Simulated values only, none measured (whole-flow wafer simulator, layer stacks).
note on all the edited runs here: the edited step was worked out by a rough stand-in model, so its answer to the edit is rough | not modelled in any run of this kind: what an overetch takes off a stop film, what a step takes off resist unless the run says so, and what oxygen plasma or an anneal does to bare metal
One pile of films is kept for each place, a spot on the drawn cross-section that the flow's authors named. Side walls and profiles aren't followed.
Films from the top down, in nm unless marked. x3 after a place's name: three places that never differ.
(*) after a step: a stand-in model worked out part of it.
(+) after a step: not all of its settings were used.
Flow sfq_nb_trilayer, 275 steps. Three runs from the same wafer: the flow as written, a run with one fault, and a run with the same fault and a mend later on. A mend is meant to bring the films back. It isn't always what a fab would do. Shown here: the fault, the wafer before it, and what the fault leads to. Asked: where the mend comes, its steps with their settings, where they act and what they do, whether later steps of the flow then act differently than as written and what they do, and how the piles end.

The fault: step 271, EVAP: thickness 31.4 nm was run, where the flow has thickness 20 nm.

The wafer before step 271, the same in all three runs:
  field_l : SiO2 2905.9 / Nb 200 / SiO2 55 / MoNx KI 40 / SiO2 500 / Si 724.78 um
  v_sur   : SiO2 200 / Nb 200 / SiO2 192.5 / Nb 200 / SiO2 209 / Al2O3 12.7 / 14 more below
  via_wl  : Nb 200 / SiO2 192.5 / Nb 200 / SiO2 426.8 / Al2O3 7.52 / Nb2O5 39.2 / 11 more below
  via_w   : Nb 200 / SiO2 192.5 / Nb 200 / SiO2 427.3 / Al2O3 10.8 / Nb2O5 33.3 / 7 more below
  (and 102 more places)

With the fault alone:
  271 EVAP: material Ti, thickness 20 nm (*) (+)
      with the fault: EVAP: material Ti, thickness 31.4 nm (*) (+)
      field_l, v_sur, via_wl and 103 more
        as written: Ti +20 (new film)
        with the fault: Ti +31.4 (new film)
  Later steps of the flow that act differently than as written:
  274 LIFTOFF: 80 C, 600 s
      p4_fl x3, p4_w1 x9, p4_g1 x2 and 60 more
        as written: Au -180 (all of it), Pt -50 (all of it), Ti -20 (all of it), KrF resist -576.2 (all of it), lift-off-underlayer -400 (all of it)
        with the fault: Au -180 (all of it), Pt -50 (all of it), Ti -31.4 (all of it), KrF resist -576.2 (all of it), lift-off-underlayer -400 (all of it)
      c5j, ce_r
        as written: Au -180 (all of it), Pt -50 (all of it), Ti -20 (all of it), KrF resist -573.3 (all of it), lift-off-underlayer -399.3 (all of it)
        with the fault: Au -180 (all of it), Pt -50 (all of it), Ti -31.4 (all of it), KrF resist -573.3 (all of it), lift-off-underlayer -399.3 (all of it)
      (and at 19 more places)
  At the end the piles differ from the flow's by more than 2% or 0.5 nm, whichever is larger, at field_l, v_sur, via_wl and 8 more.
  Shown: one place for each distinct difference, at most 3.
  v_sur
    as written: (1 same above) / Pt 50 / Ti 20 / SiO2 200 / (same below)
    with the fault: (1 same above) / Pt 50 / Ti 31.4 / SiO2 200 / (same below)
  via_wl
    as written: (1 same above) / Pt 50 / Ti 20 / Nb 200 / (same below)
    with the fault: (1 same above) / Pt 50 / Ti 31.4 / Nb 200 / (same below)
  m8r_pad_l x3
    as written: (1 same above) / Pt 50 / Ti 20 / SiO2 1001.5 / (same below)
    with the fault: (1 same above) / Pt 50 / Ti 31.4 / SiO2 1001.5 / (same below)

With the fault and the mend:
  The mend comes after step 271.
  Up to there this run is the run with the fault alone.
  271a METAL ETCH: etches Ti, MoNx, depth 11.4 nm (the flow's step 190 once more, with other settings)
      field_l, v_sur, via_wl and 103 more
        Ti -11.4
  No later step of the flow acts differently than as written at any place that is followed.
  At the end the piles are the same as the flow's at every place that both follow.
